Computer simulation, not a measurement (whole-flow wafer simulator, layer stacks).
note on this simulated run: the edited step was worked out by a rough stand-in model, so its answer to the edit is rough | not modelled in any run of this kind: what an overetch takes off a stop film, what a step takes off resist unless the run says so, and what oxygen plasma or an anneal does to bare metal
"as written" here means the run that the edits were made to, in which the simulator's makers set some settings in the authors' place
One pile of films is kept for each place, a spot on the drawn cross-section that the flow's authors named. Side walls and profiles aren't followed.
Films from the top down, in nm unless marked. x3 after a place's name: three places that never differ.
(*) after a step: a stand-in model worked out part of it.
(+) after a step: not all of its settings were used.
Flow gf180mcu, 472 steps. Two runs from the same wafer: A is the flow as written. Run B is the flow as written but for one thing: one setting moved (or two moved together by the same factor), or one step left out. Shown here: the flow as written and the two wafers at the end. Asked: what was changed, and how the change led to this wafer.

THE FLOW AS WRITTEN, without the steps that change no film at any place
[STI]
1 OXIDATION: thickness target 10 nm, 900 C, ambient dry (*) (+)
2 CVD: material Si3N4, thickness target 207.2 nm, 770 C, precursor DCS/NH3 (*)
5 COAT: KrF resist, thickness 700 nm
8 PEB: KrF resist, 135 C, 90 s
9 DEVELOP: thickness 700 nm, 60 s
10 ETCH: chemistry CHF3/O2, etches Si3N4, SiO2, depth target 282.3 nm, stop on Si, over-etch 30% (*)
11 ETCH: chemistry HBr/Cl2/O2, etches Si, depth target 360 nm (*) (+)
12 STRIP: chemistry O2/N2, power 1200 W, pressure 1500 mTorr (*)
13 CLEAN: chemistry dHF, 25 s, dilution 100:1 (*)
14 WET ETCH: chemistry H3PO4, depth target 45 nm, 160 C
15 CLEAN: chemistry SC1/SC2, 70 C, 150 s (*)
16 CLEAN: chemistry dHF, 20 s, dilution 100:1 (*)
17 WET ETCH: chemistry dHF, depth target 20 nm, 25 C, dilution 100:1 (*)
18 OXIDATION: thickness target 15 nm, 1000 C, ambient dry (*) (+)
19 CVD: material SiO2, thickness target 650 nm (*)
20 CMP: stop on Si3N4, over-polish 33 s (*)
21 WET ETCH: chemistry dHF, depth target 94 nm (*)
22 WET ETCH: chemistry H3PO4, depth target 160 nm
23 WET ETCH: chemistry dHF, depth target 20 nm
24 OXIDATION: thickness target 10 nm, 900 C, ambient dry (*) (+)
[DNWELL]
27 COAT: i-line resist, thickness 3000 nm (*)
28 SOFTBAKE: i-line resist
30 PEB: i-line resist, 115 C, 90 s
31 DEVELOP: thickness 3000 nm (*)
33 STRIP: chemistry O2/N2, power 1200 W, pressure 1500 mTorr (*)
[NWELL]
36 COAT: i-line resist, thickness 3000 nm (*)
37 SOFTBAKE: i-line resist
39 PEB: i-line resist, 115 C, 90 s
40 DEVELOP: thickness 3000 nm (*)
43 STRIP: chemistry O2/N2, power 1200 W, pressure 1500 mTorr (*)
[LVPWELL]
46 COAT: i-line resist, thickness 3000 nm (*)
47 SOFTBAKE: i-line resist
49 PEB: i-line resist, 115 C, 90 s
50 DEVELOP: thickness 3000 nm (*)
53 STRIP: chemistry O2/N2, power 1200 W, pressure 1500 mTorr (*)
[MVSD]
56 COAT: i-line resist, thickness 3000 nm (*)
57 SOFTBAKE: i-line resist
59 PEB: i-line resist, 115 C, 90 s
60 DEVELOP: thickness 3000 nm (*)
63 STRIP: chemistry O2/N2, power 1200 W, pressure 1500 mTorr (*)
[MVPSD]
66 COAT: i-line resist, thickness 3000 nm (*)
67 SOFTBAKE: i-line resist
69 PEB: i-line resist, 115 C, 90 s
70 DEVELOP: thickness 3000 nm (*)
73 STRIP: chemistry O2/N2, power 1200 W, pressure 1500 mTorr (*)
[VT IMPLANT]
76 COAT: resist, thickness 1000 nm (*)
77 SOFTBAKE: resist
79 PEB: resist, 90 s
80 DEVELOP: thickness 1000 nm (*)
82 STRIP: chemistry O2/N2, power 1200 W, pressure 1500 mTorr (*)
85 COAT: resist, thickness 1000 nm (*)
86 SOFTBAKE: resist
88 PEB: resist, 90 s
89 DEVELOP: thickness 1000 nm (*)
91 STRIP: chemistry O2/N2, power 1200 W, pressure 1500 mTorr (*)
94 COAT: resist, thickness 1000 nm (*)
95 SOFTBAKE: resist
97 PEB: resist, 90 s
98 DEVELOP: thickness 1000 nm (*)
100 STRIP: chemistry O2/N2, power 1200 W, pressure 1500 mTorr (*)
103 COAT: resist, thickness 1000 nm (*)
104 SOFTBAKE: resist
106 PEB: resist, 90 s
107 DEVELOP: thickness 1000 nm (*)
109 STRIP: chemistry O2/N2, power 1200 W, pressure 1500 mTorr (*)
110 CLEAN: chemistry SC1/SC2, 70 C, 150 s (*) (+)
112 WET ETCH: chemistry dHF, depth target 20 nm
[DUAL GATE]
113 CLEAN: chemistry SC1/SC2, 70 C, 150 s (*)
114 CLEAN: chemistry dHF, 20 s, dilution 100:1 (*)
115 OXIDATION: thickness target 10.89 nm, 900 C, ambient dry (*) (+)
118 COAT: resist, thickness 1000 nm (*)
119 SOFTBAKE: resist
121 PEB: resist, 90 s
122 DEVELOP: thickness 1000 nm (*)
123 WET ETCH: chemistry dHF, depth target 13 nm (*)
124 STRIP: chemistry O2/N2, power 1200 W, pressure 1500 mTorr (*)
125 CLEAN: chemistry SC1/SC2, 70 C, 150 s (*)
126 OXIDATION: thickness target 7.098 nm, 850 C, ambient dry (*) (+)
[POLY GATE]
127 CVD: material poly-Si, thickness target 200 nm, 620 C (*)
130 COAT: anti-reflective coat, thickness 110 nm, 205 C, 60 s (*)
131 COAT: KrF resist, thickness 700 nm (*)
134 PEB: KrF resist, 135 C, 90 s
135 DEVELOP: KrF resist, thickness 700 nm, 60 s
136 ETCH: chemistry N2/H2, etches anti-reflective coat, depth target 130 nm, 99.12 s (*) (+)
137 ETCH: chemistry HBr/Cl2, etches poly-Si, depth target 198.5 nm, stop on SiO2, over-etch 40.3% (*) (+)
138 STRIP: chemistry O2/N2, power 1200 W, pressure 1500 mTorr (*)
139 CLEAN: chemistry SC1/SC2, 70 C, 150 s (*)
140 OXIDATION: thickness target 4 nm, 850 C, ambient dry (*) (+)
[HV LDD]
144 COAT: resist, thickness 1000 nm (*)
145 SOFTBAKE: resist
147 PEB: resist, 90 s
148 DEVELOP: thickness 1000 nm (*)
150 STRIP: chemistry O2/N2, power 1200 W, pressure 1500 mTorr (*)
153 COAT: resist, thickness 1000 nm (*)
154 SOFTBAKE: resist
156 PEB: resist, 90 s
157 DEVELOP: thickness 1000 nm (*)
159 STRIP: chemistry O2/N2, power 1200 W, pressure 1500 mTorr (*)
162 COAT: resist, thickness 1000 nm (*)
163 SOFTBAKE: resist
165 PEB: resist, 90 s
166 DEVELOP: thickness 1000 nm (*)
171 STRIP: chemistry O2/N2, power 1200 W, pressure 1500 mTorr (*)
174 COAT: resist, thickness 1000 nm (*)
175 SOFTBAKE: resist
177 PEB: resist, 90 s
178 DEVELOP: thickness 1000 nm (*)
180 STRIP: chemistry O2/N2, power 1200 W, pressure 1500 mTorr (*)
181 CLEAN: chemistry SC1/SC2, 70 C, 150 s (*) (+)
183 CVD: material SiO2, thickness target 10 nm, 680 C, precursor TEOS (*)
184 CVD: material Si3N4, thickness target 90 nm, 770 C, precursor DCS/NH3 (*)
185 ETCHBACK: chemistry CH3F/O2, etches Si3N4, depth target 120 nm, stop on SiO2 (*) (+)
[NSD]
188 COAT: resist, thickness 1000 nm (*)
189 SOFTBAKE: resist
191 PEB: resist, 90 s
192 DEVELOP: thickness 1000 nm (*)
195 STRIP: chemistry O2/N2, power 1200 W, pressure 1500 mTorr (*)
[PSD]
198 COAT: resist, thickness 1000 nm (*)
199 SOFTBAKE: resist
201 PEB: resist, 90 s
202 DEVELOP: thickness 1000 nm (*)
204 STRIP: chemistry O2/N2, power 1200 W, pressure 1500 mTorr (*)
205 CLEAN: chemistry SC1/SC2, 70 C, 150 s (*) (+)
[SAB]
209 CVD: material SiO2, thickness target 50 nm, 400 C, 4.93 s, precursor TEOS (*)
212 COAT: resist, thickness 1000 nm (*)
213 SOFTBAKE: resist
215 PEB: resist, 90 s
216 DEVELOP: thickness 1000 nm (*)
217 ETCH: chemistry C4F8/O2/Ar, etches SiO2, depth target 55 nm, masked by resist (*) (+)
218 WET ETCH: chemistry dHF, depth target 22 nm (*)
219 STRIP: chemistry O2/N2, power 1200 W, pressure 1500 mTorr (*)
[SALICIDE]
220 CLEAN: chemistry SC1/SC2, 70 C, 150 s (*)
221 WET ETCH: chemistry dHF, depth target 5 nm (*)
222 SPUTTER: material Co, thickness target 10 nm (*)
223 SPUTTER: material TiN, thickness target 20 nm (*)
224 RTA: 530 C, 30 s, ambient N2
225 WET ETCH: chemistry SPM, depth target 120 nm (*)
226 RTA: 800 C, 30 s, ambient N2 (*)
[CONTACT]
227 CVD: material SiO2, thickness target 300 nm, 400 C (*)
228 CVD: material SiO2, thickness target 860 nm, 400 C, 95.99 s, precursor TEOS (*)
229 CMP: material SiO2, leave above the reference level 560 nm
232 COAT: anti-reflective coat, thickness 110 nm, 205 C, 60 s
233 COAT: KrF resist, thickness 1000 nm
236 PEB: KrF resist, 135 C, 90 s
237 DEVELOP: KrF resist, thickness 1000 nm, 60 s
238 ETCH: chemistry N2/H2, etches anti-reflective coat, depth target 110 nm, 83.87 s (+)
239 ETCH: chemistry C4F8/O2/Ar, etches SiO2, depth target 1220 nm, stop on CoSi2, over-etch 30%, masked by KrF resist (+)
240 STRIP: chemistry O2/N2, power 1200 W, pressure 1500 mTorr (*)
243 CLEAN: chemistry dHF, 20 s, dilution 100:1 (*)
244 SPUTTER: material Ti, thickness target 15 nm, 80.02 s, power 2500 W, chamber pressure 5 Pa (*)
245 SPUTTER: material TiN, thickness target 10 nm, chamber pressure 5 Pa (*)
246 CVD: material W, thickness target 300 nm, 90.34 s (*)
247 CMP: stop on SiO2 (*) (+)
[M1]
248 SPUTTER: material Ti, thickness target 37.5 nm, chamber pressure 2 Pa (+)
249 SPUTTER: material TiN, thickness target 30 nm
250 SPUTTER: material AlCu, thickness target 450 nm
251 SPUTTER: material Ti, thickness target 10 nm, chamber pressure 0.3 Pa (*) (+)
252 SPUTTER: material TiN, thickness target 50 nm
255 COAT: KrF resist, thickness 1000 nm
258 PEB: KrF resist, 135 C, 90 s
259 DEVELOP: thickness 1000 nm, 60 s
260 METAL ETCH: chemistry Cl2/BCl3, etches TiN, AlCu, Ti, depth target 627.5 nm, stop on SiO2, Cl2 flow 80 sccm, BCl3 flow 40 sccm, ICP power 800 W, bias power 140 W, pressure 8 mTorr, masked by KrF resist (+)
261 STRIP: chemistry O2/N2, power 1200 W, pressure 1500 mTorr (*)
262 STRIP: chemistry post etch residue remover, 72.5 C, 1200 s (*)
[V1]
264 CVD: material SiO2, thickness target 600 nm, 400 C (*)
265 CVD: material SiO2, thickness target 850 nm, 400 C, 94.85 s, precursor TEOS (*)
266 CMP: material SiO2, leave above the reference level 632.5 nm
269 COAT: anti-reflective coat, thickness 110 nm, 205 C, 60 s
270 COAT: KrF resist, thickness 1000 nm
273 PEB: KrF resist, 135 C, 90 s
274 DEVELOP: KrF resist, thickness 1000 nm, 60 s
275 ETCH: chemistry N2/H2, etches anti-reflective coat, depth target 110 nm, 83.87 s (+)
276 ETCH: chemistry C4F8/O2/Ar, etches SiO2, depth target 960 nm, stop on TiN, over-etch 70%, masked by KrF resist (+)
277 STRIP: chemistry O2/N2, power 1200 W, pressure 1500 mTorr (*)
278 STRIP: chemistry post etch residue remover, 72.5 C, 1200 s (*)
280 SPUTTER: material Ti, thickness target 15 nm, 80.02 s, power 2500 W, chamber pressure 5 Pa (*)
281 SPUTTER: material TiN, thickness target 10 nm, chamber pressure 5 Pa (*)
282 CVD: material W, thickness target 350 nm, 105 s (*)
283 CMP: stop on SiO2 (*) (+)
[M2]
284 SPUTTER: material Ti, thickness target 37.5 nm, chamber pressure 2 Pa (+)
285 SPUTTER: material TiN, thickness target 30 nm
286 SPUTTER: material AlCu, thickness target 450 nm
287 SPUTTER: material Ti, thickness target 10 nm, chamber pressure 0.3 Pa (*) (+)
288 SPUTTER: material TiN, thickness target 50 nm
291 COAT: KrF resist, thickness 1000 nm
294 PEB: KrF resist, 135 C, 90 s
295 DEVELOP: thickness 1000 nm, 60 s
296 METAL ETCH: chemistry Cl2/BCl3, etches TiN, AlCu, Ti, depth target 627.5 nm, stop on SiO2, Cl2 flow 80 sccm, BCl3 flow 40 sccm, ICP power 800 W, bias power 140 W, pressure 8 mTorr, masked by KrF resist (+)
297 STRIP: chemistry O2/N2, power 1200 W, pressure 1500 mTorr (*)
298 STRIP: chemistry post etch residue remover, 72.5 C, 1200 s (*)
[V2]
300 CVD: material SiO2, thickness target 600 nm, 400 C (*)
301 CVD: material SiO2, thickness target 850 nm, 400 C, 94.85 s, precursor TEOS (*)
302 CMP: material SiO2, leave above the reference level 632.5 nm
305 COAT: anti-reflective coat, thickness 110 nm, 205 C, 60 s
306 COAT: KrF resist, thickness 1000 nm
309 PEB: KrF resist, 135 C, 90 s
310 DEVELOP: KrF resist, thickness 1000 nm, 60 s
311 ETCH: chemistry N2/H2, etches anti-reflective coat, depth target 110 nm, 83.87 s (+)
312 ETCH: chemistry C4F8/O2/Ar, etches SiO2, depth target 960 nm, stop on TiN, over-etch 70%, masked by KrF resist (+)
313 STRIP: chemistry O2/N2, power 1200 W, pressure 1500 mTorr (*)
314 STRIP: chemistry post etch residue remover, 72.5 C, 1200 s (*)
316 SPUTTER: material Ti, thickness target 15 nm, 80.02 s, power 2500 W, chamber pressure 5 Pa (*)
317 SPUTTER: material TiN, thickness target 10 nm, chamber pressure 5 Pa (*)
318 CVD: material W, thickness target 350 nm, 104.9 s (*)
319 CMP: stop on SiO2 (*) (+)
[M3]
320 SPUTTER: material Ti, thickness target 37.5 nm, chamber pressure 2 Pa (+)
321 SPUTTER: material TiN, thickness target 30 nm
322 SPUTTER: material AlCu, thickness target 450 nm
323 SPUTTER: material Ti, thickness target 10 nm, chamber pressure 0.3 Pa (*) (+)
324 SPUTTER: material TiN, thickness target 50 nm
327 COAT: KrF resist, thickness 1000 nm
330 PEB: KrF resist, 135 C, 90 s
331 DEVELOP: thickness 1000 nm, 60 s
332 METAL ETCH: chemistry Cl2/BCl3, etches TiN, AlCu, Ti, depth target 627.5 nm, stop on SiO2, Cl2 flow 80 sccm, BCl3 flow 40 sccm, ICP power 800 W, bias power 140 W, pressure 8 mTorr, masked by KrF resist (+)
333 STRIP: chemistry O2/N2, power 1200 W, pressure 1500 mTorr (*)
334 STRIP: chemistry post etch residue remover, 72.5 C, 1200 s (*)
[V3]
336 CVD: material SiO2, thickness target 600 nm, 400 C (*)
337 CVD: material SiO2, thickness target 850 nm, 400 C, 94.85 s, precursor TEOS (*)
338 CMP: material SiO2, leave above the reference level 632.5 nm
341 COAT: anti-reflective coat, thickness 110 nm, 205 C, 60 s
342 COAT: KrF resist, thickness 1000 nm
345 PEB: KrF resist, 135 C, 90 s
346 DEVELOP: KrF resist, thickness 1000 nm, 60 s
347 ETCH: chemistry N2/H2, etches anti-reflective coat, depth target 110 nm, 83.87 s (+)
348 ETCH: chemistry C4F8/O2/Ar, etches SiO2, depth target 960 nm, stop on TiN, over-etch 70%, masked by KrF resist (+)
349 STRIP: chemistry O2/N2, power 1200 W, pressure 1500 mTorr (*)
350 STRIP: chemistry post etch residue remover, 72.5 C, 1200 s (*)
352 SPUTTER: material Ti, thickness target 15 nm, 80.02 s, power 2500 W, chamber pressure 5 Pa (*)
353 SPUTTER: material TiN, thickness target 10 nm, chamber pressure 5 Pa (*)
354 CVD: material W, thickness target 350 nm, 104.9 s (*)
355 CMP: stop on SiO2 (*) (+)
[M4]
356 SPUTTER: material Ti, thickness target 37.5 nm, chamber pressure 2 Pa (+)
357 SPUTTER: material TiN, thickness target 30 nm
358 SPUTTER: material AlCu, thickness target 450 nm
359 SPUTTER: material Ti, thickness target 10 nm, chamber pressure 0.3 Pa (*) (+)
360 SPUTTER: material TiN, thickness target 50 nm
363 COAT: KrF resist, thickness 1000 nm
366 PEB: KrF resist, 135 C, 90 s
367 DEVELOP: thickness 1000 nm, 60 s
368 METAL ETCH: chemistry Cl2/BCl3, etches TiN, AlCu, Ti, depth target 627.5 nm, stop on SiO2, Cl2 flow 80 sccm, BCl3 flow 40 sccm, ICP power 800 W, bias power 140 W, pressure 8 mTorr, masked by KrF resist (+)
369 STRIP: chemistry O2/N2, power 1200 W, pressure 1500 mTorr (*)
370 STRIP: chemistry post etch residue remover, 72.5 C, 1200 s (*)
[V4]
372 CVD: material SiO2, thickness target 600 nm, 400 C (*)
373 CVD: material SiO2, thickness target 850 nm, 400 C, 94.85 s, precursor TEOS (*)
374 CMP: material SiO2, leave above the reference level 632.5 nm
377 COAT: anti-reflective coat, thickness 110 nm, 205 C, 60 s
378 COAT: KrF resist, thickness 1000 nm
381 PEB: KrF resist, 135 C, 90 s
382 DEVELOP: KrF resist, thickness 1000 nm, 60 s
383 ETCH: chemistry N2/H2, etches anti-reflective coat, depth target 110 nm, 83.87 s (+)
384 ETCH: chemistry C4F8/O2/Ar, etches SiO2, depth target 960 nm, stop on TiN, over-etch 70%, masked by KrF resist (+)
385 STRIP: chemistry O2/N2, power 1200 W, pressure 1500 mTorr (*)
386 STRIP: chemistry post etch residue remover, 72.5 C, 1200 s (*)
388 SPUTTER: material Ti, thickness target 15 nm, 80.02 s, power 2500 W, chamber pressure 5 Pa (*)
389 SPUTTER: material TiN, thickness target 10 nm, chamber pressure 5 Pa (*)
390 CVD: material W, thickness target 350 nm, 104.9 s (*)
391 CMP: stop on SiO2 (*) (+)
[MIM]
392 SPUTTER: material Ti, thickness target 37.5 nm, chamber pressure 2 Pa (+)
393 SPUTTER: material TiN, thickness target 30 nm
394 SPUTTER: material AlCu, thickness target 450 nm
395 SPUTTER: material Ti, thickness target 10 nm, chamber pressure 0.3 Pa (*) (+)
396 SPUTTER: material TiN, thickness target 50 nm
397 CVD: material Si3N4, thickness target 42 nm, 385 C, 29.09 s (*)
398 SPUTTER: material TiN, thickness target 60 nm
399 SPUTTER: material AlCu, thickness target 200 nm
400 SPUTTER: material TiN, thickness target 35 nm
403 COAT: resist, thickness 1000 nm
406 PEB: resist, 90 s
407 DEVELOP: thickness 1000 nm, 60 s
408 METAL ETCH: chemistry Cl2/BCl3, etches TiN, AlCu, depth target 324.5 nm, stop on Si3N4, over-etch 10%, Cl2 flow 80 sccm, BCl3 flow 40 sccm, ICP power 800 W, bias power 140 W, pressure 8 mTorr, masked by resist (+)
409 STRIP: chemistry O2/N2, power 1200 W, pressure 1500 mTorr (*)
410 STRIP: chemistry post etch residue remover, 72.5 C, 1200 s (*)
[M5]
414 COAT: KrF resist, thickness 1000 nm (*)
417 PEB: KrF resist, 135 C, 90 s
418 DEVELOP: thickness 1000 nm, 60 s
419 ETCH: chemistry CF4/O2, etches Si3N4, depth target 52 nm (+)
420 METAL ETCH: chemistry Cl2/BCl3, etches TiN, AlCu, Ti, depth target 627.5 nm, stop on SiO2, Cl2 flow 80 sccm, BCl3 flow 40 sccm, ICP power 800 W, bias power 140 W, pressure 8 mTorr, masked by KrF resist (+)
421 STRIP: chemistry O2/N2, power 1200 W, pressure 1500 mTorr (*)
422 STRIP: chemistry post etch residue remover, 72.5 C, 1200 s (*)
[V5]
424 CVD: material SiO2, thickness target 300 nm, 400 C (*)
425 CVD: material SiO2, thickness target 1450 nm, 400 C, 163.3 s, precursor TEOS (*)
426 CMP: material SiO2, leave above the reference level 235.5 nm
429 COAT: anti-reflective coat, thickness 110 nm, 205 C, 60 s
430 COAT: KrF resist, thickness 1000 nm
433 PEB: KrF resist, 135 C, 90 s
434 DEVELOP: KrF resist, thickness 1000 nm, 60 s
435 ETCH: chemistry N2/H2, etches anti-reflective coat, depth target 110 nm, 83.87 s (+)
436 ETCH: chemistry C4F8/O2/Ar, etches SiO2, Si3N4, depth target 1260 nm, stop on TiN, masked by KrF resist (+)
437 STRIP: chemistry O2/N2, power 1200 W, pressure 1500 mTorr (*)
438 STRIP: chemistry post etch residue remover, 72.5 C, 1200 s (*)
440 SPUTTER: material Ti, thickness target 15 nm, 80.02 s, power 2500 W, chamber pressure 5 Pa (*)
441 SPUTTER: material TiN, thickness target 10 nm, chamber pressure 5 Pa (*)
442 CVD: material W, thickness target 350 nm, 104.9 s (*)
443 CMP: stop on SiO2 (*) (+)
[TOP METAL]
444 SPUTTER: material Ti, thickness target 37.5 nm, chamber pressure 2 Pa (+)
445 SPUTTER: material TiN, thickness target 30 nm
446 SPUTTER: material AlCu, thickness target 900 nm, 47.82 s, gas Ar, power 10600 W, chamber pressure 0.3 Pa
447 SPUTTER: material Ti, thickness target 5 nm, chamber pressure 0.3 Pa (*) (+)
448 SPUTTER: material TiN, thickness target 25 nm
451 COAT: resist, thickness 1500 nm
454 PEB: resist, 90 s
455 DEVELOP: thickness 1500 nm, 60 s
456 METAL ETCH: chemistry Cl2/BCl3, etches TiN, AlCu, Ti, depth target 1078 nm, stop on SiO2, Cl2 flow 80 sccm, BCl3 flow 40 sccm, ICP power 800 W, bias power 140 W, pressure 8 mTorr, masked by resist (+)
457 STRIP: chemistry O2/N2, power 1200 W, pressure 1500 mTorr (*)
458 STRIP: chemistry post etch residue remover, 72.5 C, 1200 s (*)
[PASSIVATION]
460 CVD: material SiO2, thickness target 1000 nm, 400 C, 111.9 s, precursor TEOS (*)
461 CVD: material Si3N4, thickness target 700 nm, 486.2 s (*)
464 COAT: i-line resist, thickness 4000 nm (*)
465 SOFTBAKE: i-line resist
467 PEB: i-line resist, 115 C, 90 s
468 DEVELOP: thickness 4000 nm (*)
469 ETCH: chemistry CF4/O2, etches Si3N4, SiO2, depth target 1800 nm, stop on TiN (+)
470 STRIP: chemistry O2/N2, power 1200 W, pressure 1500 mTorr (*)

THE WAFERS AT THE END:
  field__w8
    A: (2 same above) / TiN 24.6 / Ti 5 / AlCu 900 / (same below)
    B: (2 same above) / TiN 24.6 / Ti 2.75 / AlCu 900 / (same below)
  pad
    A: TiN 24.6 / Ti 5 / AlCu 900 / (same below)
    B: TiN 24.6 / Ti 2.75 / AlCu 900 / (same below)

The cause: step 447, SPUTTER: thickness target 2.75 nm was run, where the flow has thickness target 5 nm.
It can be read off the wafer: field__w8 has Ti 2.75, and step 447 as written asks for 5 nm.

How the change led to this, step by step:
  447 SPUTTER: material Ti, thickness target 5 nm, chamber pressure 0.3 Pa (*) (+)
      field, field__w1, field__w2 and 109 more: A Ti +5 (new film) | B Ti +2.75 (new film)
  456 METAL ETCH: chemistry Cl2/BCl3, etches TiN, AlCu, Ti, depth target 1078 nm, stop on SiO2, Cl2 flow 80 sccm, BCl3 flow 40 sccm, ICP power 800 W, bias power 140 W, pressure 8 mTorr, masked by resist (+)
      field, field__w1, field__w2 and 103 more: A TiN -25 (all of it), Ti -5 (all of it), AlCu -900 (all of it), TiN -30 (all of it), Ti -37.5 (all of it) | B TiN -25 (all of it), Ti -2.75 (all of it), AlCu -900 (all of it), TiN -30 (all of it), Ti -37.5 (all of it)
